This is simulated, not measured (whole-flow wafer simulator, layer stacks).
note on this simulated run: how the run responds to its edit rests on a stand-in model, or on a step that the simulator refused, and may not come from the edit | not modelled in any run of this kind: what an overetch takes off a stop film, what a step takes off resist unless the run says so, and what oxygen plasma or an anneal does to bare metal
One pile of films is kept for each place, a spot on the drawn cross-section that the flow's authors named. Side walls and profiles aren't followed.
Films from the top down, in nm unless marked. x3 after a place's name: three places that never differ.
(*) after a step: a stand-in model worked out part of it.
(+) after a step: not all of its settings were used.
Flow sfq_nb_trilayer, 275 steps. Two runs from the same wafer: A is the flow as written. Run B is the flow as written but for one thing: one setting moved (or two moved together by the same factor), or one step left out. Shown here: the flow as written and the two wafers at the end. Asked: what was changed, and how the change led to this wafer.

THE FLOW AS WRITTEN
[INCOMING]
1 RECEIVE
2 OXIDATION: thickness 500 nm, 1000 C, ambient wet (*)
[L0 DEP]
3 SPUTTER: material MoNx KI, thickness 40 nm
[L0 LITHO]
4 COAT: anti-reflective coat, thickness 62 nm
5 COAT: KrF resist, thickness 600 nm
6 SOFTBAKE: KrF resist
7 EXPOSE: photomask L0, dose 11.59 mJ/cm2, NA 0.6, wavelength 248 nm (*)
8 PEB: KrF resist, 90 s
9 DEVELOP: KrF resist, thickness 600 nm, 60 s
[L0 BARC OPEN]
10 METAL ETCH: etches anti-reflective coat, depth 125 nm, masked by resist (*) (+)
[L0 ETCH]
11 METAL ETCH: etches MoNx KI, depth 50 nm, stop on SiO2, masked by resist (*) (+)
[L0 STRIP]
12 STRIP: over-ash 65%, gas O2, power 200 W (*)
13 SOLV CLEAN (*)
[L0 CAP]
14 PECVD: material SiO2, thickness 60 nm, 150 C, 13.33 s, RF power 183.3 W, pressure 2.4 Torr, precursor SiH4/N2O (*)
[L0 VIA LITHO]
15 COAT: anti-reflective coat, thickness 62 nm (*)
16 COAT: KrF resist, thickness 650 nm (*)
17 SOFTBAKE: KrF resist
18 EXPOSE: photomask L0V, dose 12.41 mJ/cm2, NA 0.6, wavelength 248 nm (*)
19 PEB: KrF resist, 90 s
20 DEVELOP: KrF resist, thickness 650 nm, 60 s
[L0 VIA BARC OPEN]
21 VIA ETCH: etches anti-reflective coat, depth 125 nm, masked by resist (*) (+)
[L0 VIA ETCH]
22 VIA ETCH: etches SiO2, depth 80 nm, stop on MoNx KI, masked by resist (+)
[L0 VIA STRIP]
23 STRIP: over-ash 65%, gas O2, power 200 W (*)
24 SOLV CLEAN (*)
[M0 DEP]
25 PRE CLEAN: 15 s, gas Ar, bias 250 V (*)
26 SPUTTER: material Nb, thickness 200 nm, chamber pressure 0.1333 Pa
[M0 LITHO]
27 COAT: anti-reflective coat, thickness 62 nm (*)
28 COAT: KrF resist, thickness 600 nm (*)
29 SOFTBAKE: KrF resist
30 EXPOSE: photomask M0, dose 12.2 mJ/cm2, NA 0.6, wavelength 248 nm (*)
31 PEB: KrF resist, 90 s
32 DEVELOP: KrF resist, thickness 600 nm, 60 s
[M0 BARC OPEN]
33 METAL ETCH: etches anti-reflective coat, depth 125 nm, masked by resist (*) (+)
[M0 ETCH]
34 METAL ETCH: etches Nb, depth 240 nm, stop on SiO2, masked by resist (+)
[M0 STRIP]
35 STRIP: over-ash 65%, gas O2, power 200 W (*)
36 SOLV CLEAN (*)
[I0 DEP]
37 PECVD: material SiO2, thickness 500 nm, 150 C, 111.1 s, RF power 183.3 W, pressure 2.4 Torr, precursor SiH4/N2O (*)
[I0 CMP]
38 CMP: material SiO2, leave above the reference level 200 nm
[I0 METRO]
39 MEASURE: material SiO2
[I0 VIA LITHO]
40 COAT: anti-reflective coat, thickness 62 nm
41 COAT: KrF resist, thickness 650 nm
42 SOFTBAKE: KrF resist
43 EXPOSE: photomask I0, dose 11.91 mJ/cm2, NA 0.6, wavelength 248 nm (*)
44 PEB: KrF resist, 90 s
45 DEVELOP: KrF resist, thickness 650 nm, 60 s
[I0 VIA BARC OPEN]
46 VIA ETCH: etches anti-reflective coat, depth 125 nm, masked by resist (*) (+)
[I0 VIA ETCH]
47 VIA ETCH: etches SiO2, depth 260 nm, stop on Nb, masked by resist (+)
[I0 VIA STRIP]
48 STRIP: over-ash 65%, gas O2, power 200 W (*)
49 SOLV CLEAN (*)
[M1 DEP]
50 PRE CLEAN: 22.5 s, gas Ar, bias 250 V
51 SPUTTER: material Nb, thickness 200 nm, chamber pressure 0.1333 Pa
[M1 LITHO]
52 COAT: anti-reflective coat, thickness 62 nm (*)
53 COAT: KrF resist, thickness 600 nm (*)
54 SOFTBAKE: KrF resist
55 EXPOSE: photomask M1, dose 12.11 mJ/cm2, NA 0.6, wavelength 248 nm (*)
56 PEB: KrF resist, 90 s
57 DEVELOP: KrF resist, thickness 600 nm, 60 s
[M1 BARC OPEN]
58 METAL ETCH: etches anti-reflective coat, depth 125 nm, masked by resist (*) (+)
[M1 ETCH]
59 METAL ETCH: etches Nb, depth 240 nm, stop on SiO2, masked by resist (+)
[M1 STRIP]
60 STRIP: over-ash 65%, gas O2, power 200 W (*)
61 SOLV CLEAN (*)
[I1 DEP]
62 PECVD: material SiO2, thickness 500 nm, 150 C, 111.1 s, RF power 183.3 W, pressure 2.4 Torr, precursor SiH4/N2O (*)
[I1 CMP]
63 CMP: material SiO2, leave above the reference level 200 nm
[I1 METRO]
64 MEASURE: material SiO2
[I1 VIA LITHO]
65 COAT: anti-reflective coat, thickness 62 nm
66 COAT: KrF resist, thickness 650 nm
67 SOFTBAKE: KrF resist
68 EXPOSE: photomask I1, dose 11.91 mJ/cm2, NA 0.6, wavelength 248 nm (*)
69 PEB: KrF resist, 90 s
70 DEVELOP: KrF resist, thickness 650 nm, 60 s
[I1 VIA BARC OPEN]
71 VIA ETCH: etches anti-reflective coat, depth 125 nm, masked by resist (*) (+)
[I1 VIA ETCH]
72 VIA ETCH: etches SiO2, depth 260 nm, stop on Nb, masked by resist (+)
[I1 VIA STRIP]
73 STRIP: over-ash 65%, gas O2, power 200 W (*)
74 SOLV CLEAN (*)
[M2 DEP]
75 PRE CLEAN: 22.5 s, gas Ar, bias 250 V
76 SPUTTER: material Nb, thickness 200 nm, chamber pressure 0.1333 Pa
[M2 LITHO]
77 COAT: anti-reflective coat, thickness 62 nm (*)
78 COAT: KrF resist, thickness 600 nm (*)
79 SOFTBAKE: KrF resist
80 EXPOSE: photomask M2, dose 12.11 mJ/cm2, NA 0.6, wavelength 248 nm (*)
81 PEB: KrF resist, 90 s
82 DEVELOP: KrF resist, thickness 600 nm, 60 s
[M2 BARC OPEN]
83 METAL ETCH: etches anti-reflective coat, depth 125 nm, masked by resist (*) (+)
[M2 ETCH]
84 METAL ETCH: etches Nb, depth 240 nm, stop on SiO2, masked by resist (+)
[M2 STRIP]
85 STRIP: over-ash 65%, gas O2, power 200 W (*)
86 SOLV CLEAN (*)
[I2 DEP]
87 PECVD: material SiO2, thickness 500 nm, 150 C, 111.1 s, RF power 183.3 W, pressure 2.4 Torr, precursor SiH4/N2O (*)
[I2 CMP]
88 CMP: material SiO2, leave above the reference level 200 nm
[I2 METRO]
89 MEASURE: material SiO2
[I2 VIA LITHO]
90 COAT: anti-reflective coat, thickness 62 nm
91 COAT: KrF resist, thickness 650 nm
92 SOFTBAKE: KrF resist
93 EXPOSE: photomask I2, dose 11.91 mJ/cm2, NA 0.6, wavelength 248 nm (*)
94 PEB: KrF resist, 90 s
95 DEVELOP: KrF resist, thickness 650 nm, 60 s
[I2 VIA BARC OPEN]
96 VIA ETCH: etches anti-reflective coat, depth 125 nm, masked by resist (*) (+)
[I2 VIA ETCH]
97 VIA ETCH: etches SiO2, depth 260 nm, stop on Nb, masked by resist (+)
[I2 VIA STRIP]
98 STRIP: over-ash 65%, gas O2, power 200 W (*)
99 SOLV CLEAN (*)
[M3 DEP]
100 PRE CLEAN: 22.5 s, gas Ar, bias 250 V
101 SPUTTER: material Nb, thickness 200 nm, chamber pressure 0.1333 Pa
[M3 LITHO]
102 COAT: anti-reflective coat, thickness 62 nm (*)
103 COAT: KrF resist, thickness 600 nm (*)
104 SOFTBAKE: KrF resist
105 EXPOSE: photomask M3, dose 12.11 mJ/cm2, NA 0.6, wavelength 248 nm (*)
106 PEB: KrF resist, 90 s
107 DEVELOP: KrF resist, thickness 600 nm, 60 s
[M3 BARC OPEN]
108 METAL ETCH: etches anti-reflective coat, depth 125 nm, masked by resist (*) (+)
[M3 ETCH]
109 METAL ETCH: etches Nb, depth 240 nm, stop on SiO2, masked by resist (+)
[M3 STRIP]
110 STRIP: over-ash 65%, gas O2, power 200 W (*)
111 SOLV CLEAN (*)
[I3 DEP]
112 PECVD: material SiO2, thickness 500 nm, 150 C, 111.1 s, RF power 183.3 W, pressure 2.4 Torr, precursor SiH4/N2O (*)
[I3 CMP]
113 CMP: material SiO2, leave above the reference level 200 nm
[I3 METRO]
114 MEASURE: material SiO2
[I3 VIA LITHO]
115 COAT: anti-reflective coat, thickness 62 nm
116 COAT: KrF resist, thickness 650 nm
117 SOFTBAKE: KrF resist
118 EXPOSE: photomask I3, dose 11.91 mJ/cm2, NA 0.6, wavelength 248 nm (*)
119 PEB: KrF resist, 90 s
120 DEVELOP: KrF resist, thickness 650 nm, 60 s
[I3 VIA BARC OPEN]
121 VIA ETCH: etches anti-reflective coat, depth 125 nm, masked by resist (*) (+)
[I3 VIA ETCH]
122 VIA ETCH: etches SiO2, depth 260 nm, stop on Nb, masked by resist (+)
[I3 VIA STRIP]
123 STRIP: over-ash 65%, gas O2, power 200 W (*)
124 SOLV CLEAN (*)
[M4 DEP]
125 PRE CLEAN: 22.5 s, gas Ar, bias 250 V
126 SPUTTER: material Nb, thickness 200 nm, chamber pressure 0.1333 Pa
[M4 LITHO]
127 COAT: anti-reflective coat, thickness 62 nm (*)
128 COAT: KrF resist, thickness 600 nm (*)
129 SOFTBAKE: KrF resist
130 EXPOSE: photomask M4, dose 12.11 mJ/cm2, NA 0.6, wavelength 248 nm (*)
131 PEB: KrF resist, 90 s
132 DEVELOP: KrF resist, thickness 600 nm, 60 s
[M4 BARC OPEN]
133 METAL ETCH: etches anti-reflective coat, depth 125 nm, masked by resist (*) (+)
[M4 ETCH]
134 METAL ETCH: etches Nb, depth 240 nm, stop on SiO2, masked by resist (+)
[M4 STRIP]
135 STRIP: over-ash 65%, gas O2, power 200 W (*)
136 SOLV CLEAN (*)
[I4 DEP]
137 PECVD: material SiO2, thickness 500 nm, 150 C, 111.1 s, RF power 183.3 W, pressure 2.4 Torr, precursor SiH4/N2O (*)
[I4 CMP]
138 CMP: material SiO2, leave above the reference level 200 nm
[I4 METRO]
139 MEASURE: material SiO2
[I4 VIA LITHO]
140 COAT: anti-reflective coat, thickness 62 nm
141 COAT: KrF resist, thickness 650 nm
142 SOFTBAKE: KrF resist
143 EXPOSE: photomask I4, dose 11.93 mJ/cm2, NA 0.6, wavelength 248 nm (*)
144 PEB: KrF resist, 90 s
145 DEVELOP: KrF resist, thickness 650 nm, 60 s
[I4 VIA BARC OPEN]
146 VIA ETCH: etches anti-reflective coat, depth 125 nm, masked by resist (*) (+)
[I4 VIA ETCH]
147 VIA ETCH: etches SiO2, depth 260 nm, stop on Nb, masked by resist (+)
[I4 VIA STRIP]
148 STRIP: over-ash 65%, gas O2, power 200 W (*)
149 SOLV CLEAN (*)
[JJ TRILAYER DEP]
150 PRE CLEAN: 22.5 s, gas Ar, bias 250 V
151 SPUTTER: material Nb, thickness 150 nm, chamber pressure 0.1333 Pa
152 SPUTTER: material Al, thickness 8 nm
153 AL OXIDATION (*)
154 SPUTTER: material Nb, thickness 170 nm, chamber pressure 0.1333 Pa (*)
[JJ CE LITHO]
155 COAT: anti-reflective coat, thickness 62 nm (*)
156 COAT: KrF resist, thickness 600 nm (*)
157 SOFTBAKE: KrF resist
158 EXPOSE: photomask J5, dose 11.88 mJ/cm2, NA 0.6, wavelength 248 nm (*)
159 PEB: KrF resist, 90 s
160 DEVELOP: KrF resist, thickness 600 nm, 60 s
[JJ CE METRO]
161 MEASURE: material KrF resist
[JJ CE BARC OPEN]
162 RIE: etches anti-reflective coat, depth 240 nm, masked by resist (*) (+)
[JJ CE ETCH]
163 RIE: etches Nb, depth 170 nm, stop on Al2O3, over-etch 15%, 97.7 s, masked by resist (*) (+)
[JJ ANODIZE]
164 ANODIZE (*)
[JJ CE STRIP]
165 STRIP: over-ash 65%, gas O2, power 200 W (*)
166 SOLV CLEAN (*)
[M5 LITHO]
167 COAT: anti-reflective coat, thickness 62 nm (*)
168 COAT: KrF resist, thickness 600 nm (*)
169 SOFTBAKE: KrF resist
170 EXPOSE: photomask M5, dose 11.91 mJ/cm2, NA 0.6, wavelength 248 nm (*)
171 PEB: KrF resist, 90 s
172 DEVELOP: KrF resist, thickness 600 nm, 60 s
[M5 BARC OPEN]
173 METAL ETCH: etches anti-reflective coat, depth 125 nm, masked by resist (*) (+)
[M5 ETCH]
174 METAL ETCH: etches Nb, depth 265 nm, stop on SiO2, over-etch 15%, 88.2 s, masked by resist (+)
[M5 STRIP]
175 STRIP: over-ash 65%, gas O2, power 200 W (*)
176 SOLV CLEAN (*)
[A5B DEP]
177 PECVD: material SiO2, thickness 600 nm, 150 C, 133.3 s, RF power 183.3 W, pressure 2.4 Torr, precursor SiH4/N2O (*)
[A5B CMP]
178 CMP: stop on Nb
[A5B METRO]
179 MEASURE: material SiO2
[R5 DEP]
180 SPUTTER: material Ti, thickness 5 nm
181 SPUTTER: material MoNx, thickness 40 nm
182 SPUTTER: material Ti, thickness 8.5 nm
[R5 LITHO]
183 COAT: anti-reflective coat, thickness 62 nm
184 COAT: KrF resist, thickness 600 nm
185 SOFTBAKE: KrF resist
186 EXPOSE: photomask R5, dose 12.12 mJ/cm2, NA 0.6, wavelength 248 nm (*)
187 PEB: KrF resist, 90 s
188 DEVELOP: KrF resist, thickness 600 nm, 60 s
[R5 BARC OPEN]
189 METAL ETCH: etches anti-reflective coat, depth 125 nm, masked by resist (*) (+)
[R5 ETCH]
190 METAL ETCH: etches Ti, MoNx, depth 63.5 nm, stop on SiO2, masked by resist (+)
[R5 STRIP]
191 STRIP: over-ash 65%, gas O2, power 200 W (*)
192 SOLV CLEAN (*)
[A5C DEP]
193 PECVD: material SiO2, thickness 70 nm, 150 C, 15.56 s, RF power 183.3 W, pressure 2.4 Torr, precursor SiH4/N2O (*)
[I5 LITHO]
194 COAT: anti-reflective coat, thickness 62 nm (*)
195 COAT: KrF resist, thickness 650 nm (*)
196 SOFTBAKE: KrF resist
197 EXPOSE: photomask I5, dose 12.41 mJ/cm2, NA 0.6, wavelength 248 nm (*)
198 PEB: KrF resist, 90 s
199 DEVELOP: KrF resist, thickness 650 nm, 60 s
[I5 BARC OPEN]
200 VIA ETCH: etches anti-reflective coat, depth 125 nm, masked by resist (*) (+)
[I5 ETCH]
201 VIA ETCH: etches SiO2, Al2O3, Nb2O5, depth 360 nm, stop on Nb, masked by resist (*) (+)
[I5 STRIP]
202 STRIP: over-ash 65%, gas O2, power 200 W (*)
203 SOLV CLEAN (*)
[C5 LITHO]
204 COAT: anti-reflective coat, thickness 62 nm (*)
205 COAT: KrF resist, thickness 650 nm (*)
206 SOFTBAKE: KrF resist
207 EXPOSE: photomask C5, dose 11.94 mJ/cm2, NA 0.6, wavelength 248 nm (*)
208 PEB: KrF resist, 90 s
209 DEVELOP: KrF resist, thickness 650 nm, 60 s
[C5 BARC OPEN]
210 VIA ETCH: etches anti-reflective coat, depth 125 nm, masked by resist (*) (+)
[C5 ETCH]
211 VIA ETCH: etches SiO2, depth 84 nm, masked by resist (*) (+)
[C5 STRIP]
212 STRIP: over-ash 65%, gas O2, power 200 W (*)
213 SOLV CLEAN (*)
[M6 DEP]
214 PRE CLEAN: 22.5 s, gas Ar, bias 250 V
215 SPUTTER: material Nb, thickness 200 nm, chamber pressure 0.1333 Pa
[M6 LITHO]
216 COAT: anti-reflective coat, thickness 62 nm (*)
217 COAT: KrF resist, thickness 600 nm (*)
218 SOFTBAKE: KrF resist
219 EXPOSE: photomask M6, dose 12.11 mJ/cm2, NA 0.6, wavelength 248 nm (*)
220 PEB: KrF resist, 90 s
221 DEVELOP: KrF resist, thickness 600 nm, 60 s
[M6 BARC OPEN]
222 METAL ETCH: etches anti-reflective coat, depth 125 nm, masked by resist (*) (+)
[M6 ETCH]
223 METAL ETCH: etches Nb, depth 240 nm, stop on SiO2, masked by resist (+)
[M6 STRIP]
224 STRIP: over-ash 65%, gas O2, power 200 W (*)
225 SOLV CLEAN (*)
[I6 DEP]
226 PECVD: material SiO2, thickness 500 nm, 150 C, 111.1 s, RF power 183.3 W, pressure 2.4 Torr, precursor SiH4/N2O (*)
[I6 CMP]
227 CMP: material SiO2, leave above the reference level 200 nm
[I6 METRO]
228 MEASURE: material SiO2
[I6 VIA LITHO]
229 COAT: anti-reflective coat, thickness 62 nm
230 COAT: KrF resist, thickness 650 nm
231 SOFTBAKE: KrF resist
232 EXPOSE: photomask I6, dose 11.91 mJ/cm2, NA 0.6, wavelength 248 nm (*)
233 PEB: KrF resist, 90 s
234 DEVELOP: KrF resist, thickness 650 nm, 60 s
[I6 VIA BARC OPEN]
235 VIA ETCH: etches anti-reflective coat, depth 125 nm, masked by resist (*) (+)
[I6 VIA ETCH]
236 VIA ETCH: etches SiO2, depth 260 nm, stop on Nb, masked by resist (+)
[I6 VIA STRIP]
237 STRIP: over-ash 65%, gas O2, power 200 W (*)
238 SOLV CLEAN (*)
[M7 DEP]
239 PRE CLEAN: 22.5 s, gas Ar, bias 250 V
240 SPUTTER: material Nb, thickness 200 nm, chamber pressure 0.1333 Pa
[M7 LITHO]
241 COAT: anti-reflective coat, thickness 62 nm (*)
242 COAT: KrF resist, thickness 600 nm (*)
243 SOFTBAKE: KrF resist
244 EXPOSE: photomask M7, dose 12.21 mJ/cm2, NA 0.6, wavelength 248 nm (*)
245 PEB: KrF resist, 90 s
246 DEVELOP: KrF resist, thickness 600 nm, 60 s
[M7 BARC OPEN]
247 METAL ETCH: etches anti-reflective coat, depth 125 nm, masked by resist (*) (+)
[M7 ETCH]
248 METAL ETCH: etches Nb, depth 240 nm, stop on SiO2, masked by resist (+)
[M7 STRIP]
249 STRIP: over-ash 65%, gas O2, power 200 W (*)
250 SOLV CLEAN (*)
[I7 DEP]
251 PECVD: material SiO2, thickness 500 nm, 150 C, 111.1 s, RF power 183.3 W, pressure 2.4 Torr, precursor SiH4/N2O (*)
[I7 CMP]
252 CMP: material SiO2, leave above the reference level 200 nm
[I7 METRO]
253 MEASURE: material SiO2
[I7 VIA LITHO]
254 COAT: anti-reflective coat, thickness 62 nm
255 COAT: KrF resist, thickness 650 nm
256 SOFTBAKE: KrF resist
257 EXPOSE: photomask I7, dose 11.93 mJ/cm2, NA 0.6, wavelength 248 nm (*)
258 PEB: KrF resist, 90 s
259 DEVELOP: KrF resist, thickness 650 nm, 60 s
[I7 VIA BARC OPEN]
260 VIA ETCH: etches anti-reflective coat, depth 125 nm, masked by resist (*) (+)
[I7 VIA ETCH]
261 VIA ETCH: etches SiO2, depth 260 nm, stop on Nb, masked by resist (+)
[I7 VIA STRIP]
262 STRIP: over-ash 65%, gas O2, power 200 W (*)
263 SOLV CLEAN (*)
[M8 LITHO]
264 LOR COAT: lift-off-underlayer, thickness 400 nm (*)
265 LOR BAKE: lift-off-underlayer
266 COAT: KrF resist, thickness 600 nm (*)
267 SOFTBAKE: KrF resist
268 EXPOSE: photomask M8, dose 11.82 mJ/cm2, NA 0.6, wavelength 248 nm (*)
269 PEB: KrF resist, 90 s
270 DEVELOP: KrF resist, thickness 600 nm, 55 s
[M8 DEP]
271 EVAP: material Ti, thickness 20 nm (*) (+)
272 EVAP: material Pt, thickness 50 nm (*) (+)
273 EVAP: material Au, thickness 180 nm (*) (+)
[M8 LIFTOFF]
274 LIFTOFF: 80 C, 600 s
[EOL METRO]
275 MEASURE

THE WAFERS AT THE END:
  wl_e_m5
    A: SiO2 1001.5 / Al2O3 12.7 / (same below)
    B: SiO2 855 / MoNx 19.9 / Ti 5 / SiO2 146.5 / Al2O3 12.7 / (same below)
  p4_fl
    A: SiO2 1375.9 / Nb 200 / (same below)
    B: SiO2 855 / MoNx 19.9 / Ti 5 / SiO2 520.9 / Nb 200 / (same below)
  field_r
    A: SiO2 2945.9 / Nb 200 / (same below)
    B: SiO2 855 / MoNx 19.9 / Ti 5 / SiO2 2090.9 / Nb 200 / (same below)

The cause: step 190, METAL ETCH: depth 28.6 nm was run, where the flow has depth 63.5 nm.

How the change led to this, step by step:
  190 METAL ETCH: etches Ti, MoNx, depth 63.5 nm, stop on SiO2, masked by resist (+)
      field_l, v_sur, via_wl and 92 more: A Ti -8.5 (all of it), MoNx -40 (all of it), Ti -5 (all of it) | B Ti -8.5 (all of it), MoNx -20.1
      ce_l, c5j, ce_r, wl_jj: A Ti -8.5 (all of it), MoNx -40 (all of it), Ti -5 (all of it), Nb -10 | B Ti -8.5 (all of it), MoNx -20.1
      (and at 7 more places)
  191 STRIP: over-ash 65%, gas O2, power 200 W (*)
      be_r, r_sur, res, r_end, r5r_line_l, r5r_line_c, r5r_line_r: A KrF resist -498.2 (all of it), anti-reflective coat -62 (all of it) | B KrF resist -512.1 (all of it), anti-reflective coat -62 (all of it)
  193 PECVD: material SiO2, thickness 70 nm, 150 C, 15.56 s, RF power 183.3 W, pressure 2.4 Torr, precursor SiH4/N2O (*)
      field_l, v_sur, via_wl and 92 more: A SiO2 +70 | B SiO2 +70 (new film)
  194 COAT: anti-reflective coat, thickness 62 nm (*)
      wl_j_sl, wl_j_sr: A anti-reflective coat +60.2 (new film) | B anti-reflective coat +62 (new film)
      r5r_spacepad_l, r5r_spacepad_r: A anti-reflective coat +84.4 (new film) | B anti-reflective coat +73.7 (new film)
      (and at 15 more places)
  201 VIA ETCH: etches SiO2, Al2O3, Nb2O5, depth 360 nm, stop on Nb, masked by resist (*) (+)
      be: A SiO2 -216.4 (all of it), Al2O3 -12.7 (all of it), Nb2O5 -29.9 (all of it) | B SiO2 -69.8 (all of it), MoNx -19.9 (all of it), Ti -5 (all of it), SiO2 -146.5 (all of it), Al2O3 -12.7 (all of it), Nb2O5 -29.9 (all of it)
  202 STRIP: over-ash 65%, gas O2, power 200 W (*)
      wl_j_sl, wl_j_sr: A KrF resist -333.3 (all of it), anti-reflective coat -60.2 (all of it) | B KrF resist -333.3 (all of it), anti-reflective coat -62 (all of it)
      r5r_spacepad_l, r5r_spacepad_r: A KrF resist -335.6 (all of it), anti-reflective coat -84.4 (all of it) | B KrF resist -334.6 (all of it), anti-reflective coat -73.7 (all of it)
      (and at 15 more places)
  204 COAT: anti-reflective coat, thickness 62 nm (*)
      wl_j_sl, wl_j_sr: A anti-reflective coat +60.2 (new film) | B anti-reflective coat +62 (new film)
      r5r_spacepad_l, r5r_spacepad_r: A anti-reflective coat +84.4 (new film) | B anti-reflective coat +73.7 (new film)
      (and at 17 more places)
  205 COAT: KrF resist, thickness 650 nm (*)
      be: A KrF resist +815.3 (new film) | B KrF resist +832.9 (new film)
  210 VIA ETCH: etches anti-reflective coat, depth 125 nm, masked by resist (*) (+)
      field_l, v_sur, via_wl and 101 more: A KrF resist -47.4 | B KrF resist -49.1
      c5j: A anti-reflective coat -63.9 (all of it), SiO2 -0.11 | B anti-reflective coat -61.2 (all of it), SiO2 -0.14
      (and at 1 more place)
  211 VIA ETCH: etches SiO2, depth 84 nm, masked by resist (*) (+)
      c5j: A SiO2 -69.9 (all of it), Nb -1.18 | B SiO2 -69.9 (all of it)
  212 STRIP: over-ash 65%, gas O2, power 200 W (*)
      wl_j_sl, wl_j_sr: A KrF resist -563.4 (all of it), anti-reflective coat -60.2 (all of it) | B KrF resist -561.5 (all of it), anti-reflective coat -62 (all of it)
      r5r_spacepad_l, r5r_spacepad_r: A KrF resist -565.8 (all of it), anti-reflective coat -84.4 (all of it) | B KrF resist -562.8 (all of it), anti-reflective coat -73.7 (all of it)
      (and at 15 more places)
  214 PRE CLEAN: 22.5 s, gas Ar, bias 250 V
      c5j: A Nb -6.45 | B MoNx -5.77
  215 SPUTTER: material Nb, thickness 200 nm, chamber pressure 0.1333 Pa
      c5j: A Nb +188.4 | B Nb +189.1 (new film)
      be: A Nb +147.3 | B Nb +141.8
  216 COAT: anti-reflective coat, thickness 62 nm (*)
      r5r_line_l, r5r_line_c, r5r_line_r: A anti-reflective coat +50 (new film) | B anti-reflective coat +54.5 (new film)
      wl_j_sl, wl_j_sr: A anti-reflective coat +60.2 (new film) | B anti-reflective coat +62 (new film)
      (and at 17 more places)
  217 COAT: KrF resist, thickness 600 nm (*)
      be: A KrF resist +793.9 (new film) | B KrF resist +821.9 (new film)
      be_r: A KrF resist +570.3 (new film) | B KrF resist +582 (new film)
      (and at 1 more place)
  222 METAL ETCH: etches anti-reflective coat, depth 125 nm, masked by resist (*) (+)
      r5r_line_l, r5r_line_c, r5r_line_r: A anti-reflective coat -50 (all of it) | B anti-reflective coat -54.5 (all of it)
      r5r_spacepad_l, r5r_spacepad_r: A anti-reflective coat -85.7 (all of it) | B anti-reflective coat -74 (all of it)
      (and at 2 more places)
  ... 2 more steps ...
  227 CMP: material SiO2, leave above the reference level 200 nm
      ce_l, ce_r, wl_jj: A SiO2 -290 | B SiO2 -300
      be_r, r_sur, r_end: A SiO2 -353.5 | B SiO2 -328.6
      (and at 7 more places)
Counting metal films that touch as one body, wl_e_m5 has 7 bodies (between them, from the top down: SiO2 146.5 / Al2O3 12.7 / Nb2O5 29.9; SiO2 192.5; SiO2 192.5; SiO2 192.5; SiO2 192.5; SiO2 192.5); the flow as written gives 6 bodies (between them, from the top down: SiO2 192.5; SiO2 192.5; SiO2 192.5; SiO2 192.5; SiO2 192.5).
Counting metal films that touch as one body, p4_fl has 3 bodies (between them, from the top down: SiO2 520.9; SiO2 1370); the flow as written gives 2 bodies (between them, from the top down: SiO2 1370).
Counting metal films that touch as one body, field_r has 2 bodies (between them, from the top down: SiO2 2090.9); the flow as written gives 1 body.
